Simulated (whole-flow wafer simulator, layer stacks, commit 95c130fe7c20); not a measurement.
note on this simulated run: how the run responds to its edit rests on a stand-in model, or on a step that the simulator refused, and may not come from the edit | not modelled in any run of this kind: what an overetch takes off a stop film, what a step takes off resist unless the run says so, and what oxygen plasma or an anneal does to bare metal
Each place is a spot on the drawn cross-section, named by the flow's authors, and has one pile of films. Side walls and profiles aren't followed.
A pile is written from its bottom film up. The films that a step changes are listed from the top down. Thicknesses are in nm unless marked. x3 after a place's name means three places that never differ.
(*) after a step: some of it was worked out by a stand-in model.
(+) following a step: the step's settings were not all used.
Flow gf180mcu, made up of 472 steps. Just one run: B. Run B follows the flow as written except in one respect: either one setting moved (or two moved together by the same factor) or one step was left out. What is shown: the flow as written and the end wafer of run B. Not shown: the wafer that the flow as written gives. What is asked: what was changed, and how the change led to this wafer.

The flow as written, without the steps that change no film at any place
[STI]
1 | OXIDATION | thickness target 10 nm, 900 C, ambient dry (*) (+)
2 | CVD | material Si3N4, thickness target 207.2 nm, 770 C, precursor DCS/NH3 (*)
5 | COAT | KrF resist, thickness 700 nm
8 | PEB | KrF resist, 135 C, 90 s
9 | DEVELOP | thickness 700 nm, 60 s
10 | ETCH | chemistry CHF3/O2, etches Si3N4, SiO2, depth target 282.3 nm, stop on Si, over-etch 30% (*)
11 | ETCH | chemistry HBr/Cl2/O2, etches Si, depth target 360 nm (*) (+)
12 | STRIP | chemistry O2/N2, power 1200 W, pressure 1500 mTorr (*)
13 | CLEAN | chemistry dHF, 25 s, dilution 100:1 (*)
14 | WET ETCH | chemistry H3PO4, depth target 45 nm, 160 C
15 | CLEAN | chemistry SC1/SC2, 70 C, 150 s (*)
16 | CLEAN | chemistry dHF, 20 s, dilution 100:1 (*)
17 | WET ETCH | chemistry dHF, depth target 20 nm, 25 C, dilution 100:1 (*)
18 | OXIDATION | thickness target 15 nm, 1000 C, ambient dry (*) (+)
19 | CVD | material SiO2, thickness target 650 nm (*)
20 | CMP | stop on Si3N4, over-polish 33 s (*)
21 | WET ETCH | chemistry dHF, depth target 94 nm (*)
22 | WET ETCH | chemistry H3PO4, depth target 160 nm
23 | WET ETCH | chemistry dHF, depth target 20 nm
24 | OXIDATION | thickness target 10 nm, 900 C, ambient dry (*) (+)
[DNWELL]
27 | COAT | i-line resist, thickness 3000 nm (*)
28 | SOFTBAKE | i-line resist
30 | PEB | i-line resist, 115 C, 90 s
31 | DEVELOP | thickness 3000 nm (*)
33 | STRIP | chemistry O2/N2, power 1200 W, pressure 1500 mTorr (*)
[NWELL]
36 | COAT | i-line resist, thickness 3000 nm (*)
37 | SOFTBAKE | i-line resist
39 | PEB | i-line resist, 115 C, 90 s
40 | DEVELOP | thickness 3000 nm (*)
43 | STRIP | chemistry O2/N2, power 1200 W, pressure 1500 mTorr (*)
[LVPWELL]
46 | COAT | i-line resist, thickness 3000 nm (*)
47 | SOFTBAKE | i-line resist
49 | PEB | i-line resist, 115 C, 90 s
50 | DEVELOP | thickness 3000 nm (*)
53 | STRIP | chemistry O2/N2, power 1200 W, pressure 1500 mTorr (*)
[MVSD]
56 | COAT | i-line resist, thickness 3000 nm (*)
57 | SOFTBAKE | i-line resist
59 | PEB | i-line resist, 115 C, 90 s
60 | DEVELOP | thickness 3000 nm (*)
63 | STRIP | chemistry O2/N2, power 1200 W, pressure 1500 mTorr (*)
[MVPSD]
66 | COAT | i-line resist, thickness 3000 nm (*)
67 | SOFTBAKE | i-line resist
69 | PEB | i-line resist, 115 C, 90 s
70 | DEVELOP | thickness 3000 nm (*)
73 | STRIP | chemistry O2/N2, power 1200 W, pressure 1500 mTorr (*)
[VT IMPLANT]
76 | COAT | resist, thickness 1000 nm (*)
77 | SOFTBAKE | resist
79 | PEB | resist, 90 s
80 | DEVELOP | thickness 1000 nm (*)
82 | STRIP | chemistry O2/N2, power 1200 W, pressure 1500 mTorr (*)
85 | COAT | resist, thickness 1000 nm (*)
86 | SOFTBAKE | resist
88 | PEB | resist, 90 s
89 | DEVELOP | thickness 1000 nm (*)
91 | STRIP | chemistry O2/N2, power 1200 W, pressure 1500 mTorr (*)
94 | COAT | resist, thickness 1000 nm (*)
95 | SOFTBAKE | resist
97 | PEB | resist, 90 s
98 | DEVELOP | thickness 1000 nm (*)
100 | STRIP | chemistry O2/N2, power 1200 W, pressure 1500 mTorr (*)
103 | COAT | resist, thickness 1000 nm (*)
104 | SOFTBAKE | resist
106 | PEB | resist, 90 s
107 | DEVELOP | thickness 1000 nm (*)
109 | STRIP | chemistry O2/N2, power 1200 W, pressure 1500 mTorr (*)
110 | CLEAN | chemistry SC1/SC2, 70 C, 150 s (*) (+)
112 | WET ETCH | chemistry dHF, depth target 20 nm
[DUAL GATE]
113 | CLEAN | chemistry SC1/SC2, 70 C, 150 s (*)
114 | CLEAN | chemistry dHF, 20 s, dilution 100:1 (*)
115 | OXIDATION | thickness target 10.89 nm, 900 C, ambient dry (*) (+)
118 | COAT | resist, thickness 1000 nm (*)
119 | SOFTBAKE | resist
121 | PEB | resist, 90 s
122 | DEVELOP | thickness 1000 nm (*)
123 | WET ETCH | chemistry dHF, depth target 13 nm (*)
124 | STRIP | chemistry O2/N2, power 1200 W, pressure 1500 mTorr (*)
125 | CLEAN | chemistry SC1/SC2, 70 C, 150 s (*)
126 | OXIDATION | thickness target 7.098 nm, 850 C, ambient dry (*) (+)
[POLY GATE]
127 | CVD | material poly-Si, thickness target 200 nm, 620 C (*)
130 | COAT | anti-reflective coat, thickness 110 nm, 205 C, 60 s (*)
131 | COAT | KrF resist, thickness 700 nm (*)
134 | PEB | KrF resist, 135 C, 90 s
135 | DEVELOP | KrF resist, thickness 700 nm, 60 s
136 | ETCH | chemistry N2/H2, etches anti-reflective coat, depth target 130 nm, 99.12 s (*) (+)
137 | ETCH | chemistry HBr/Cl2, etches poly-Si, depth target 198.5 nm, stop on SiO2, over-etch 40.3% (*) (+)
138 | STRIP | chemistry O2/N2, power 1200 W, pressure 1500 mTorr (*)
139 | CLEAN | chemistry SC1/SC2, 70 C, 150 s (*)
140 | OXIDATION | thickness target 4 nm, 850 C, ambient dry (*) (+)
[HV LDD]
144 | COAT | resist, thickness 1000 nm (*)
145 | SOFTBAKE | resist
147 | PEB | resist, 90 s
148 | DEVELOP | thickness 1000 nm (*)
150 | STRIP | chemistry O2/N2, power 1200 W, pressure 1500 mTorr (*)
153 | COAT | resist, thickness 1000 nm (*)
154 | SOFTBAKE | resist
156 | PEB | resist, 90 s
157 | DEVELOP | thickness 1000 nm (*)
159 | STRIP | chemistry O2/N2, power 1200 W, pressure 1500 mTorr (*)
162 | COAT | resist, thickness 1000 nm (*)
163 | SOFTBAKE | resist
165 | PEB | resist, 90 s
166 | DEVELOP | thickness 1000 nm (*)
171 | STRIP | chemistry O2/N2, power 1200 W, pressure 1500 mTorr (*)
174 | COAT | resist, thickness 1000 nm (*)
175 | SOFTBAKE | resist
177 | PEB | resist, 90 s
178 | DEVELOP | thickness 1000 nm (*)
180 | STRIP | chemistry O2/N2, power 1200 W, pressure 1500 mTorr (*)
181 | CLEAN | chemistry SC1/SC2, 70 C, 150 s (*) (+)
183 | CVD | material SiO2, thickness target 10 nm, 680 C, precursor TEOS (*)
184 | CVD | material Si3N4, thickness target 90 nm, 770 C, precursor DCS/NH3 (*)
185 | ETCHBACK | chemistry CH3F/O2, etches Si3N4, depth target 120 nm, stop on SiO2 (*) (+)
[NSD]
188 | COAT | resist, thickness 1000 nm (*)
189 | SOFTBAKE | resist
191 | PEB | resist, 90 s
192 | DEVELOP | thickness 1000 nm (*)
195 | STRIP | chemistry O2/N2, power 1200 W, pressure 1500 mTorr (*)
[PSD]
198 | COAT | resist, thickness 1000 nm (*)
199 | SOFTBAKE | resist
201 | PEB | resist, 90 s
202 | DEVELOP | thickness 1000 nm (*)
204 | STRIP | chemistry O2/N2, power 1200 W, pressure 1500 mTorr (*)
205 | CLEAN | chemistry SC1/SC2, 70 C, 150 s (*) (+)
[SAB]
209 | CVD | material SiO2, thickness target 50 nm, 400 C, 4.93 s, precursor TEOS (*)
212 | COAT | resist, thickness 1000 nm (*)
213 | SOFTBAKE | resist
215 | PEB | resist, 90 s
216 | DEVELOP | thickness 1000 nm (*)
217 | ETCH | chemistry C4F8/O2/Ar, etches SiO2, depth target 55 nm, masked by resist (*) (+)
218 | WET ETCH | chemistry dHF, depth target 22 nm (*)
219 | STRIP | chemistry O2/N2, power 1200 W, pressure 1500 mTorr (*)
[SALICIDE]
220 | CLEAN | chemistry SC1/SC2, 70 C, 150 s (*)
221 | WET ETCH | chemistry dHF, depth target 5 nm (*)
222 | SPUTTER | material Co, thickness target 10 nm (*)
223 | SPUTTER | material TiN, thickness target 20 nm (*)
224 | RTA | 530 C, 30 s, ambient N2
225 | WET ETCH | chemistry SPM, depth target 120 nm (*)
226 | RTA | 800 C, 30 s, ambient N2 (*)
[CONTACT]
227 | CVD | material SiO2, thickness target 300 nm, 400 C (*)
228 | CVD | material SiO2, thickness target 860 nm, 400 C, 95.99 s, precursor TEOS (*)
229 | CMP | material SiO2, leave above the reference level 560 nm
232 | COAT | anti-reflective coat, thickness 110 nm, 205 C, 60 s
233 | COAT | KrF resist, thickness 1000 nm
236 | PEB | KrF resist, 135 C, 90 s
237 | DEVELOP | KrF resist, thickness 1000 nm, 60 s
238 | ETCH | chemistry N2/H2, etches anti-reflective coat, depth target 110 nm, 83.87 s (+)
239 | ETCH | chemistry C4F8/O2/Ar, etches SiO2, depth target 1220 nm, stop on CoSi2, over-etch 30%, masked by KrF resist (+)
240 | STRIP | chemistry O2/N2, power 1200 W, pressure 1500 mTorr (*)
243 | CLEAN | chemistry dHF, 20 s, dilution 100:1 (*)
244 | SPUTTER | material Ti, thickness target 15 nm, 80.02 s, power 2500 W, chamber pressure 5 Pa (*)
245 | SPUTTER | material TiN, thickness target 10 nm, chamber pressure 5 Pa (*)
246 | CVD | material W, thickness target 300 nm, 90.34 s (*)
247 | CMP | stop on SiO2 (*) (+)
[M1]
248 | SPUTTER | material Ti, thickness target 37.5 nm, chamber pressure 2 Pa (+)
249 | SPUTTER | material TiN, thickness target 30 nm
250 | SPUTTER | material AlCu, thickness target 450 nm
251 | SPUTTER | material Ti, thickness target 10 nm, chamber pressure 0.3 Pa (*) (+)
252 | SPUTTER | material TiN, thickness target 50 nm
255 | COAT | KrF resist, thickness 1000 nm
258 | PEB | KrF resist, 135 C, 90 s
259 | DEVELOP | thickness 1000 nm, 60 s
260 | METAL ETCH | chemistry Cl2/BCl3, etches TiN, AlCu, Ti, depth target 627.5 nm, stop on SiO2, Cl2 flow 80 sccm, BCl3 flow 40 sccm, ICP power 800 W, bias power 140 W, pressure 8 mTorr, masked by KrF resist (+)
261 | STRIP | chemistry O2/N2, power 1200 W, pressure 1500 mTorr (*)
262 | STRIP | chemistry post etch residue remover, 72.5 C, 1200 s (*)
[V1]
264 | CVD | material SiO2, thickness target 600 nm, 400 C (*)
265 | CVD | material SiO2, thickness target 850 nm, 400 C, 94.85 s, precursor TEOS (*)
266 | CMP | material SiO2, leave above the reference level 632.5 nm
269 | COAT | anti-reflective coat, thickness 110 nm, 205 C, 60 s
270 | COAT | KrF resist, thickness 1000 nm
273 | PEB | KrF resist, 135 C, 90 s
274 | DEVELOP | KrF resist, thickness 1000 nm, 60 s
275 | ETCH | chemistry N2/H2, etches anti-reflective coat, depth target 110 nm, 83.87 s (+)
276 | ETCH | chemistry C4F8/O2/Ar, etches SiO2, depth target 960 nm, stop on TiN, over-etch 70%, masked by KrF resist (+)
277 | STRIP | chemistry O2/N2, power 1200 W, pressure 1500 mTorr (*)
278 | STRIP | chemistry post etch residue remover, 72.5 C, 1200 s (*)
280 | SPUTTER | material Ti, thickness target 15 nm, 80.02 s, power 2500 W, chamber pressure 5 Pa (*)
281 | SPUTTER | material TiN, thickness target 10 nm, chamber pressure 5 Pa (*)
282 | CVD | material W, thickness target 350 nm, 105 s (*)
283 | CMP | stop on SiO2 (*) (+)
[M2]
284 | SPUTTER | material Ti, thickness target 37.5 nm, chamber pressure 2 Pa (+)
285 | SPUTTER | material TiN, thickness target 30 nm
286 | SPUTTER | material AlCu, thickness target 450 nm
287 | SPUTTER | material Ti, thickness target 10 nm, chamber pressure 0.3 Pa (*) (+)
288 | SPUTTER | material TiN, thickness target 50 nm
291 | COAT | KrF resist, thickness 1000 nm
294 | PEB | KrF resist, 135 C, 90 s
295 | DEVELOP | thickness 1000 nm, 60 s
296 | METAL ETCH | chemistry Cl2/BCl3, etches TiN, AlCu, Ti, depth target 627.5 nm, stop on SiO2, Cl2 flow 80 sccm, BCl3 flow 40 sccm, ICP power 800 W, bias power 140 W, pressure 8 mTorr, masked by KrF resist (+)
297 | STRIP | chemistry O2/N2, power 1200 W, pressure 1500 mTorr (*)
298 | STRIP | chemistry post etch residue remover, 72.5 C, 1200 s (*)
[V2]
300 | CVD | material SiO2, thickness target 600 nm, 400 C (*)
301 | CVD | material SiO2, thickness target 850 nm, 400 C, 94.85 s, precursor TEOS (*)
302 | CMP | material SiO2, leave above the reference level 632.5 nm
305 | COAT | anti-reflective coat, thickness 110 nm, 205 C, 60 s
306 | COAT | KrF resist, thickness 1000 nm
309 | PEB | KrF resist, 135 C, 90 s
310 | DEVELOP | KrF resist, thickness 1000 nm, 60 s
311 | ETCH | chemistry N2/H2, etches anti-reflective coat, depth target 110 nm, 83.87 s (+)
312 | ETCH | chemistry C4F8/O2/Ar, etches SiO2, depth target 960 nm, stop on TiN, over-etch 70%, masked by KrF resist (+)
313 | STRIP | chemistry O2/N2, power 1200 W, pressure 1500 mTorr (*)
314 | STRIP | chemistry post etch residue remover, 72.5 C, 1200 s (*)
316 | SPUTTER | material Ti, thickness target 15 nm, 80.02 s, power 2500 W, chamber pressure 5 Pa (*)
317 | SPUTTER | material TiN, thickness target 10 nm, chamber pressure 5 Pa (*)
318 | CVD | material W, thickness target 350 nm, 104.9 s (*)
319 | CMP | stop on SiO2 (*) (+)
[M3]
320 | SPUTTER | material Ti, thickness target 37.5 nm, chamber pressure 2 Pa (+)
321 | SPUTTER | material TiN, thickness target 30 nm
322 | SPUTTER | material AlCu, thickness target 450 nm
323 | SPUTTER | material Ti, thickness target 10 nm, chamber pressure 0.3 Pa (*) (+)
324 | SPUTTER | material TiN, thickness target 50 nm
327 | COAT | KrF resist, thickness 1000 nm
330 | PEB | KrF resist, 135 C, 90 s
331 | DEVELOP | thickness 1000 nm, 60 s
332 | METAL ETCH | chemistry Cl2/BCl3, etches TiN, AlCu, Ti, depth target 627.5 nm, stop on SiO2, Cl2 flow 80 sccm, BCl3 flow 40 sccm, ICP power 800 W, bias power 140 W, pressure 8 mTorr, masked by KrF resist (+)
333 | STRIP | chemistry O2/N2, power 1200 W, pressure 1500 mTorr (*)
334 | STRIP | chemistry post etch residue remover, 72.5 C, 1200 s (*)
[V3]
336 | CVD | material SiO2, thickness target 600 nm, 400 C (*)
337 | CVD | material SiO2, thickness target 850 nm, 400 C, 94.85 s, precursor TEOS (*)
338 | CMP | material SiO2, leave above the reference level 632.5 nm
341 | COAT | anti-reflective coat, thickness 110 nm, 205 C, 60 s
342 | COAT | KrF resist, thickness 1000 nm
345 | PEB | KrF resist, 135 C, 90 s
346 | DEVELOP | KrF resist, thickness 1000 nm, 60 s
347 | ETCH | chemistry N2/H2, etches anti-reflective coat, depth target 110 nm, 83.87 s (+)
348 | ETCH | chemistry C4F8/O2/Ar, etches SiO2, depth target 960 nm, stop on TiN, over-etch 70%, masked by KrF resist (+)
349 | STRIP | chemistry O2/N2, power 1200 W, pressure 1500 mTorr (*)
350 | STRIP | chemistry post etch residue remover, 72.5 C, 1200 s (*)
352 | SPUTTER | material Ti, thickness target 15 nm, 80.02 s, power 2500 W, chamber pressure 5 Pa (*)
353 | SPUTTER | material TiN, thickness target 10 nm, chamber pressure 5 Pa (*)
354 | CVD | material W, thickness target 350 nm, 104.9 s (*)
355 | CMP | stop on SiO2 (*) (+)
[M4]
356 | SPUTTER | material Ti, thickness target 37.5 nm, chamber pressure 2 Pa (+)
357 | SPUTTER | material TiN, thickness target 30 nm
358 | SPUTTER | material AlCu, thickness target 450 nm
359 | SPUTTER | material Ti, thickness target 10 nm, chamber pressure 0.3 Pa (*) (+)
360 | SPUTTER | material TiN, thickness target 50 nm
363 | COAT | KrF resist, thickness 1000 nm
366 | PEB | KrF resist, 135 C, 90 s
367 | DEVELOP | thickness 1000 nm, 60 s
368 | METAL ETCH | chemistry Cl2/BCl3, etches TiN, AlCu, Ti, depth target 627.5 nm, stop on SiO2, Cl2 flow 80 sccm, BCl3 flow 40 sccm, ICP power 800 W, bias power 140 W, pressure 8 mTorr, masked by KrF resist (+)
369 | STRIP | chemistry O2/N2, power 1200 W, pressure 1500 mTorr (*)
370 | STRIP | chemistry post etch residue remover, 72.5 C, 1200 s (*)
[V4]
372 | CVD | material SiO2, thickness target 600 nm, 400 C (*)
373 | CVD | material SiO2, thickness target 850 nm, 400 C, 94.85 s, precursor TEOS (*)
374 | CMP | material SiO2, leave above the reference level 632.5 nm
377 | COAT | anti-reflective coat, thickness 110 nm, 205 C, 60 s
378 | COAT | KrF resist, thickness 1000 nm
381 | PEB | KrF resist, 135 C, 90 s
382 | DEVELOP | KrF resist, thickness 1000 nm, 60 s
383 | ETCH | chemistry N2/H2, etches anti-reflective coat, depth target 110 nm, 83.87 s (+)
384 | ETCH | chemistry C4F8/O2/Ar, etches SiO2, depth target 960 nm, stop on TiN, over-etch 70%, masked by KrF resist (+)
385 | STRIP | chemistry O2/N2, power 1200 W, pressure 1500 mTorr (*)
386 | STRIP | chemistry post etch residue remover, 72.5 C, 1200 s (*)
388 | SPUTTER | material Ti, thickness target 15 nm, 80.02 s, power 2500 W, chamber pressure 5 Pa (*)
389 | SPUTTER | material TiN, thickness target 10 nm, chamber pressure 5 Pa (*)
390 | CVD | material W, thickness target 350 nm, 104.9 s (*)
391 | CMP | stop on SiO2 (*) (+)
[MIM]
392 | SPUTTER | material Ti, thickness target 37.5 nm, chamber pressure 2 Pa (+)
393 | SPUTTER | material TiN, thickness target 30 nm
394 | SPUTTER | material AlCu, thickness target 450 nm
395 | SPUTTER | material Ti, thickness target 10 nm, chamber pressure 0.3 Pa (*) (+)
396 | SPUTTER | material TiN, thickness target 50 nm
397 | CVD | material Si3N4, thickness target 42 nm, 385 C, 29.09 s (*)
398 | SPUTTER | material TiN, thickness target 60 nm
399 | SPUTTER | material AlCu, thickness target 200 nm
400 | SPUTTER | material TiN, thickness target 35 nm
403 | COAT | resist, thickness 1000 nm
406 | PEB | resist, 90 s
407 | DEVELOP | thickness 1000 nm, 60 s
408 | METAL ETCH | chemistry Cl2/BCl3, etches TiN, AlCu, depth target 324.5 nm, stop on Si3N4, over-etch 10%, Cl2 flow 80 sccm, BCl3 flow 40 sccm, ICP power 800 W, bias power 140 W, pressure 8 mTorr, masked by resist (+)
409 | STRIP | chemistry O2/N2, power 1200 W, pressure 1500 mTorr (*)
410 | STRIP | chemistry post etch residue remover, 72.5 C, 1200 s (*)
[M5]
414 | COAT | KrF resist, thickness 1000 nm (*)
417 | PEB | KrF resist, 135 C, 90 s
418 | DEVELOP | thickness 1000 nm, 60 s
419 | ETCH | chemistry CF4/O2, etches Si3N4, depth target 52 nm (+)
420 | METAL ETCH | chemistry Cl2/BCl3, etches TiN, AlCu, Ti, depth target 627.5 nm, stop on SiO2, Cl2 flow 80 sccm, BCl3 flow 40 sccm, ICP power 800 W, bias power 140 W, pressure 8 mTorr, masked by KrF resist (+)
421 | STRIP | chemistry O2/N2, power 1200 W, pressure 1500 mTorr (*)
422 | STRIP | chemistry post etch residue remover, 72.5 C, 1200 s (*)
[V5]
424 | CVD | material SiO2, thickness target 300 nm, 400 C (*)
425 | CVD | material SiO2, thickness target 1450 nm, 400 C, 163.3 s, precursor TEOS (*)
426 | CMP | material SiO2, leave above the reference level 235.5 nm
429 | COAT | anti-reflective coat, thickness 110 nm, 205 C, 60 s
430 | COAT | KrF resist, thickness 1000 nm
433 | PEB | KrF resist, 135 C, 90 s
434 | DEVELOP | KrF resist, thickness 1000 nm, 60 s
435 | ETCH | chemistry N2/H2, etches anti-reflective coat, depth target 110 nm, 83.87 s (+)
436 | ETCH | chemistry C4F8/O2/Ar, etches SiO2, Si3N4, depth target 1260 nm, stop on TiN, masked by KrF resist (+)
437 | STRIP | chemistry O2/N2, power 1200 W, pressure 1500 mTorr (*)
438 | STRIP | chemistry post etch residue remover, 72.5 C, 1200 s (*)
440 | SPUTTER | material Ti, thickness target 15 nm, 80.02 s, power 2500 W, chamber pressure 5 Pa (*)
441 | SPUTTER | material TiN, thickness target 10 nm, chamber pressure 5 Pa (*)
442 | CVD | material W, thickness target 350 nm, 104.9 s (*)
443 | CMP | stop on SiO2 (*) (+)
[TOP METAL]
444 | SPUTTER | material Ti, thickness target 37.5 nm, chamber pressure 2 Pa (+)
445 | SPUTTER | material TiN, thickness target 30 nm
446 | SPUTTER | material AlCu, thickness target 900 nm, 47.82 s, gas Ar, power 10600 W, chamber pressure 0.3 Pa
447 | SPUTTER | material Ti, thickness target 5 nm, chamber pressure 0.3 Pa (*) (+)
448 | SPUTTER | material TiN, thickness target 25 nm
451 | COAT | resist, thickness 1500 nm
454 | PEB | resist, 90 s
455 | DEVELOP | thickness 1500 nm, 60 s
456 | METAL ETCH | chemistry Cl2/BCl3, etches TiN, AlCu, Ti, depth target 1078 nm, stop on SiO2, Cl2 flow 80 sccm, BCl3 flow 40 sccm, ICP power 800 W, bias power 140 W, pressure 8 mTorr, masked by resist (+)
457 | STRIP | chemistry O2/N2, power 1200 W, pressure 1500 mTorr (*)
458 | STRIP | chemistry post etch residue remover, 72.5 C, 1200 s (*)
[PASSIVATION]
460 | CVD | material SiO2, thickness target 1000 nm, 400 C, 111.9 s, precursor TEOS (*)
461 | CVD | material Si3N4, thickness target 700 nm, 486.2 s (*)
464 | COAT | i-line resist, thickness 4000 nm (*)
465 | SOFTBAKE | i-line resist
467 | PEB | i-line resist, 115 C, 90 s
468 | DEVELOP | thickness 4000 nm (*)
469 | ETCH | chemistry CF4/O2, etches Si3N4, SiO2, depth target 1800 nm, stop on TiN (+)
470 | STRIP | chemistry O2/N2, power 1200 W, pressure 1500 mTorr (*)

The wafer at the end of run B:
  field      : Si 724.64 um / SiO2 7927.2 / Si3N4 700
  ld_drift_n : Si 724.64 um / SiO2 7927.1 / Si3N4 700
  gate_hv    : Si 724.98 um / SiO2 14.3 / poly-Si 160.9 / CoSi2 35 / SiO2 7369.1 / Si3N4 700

Cause: step 372, CVD: material SiO2, thickness target 600 nm, 400 C (*), was omitted.

How this came from the change, step by step:
  373 | CVD | material SiO2, thickness target 850 nm, 400 C, 94.85 s, precursor TEOS (*)
      field__w8, contact, m1, m1__w1, m1_nw: SiO2 gains 850 (new film) (in the flow as written it would be: SiO2 gains 850)
  374 | CMP | material SiO2, leave above the reference level 632.5 nm
      field, field__w1, field__w2 and 103 more: nothing (in the flow as written it would be: SiO2 loses 300)
      field__w8, contact, m1, m1__w1, m1_nw: SiO2 loses 277.1 (in the flow as written it would be: SiO2 loses 877.1)
  377 | COAT | anti-reflective coat, thickness 110 nm, 205 C, 60 s
      field_sub__w1, nw_enc_fld__w1: anti-reflective coat gains 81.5 (new film) (in the flow as written it would be: anti-reflective coat gains 110 (new film))
      field: anti-reflective coat gains 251 (new film) (in the flow as written it would be: anti-reflective coat gains 110 (new film))
      (as well as at 32 more places)
  378 | COAT | KrF resist, thickness 1000 nm
      field: KrF resist gains 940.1 (new film) (in the flow as written it would be: KrF resist gains 1000 (new film))
      field__w1: KrF resist gains 1024 (new film) (in the flow as written it would be: KrF resist gains 1000 (new film))
      (as well as at 19 more places)
  381 | PEB | KrF resist, 135 C, 90 s
      field: KrF resist loses 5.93 (in the flow as written it would be: KrF resist loses 6.68)
      n_well: KrF resist loses 5.51 (in the flow as written it would be: KrF resist loses 6.68)
      (as well as at 10 more places)
  382 | DEVELOP | KrF resist, thickness 1000 nm, 60 s
      contact: KrF resist loses 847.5 (all of it) (in the flow as written it would be: KrF resist loses 993.3 (all of it))
  383 | ETCH | chemistry N2/H2, etches anti-reflective coat, depth target 110 nm, 83.87 s (+)
      contact: anti-reflective coat loses 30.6 (all of it), SiO2 loses 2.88 (in the flow as written it would be: anti-reflective coat loses 110 (all of it), SiO2 loses 0.85)
  385 | STRIP | chemistry O2/N2, power 1200 W, pressure 1500 mTorr (*)
      field_sub__w1, nw_enc_fld__w1: KrF resist loses 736 (all of it), anti-reflective coat loses 81.5 (all of it) (in the flow as written it would be: KrF resist loses 706.9 (all of it), anti-reflective coat loses 110 (all of it))
      field: KrF resist loses 647.8 (all of it), anti-reflective coat loses 251 (all of it) (in the flow as written it would be: KrF resist loses 706.9 (all of it), anti-reflective coat loses 110 (all of it))
      (as well as at 33 more places)
  388 | SPUTTER | material Ti, thickness target 15 nm, 80.02 s, power 2500 W, chamber pressure 5 Pa (*)
      contact: Ti gains 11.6 (new film) (in the flow as written it would be: Ti gains 9.65 (new film))
  389 | SPUTTER | material TiN, thickness target 10 nm, chamber pressure 5 Pa (*)
      contact: TiN gains 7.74 (new film) (in the flow as written it would be: TiN gains 6.4 (new film))
  390 | CVD | material W, thickness target 350 nm, 104.9 s (*)
      contact: W gains 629 (new film) (in the flow as written it would be: W gains 932.3 (new film))
  391 | CMP | stop on SiO2 (*) (+)
      field__w8, m1, m1__w1, m1_nw: W loses 350 (all of it), TiN loses 10 (all of it), Ti loses 15 (all of it), SiO2 loses 14.2 (in the flow as written it would be: W loses 350 (all of it), TiN loses 10 (all of it), Ti loses 15 (all of it), SiO2 loses 3.78)
  403 | COAT | resist, thickness 1000 nm
      field: resist gains 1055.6 (new film) (in the flow as written it would be: resist gains 1000 (new film))
      field__w8: resist gains 763 (new film) (in the flow as written it would be: resist gains 1000 (new film))
      (as well as at 8 more places)
  404 | SOFTBAKE | resist
      field: resist loses 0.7 (in the flow as written it would be: nothing)
      field__w8: resist loses 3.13 (in the flow as written it would be: nothing)
      (as well as at 15 more places)
  406 | PEB | resist, 90 s
      field: resist loses 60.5 (in the flow as written it would be: resist loses 57.2)
      field__w8: resist loses 42.7 (in the flow as written it would be: resist loses 57.2)
      (as well as at 9 more places)
  407 | DEVELOP | thickness 1000 nm, 60 s
      field: resist loses 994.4 (all of it) (in the flow as written it would be: resist loses 942.8 (all of it))
      field__w8: resist loses 717.2 (all of it) (in the flow as written it would be: resist loses 942.8 (all of it))
      (as well as at 9 more places)
  ... another 5 steps ...
  441 | SPUTTER | material TiN, thickness target 10 nm, chamber pressure 5 Pa (*)
      contact: TiN gains 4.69 (new film) (in the flow as written it would be: TiN gains 5.38 (new film))
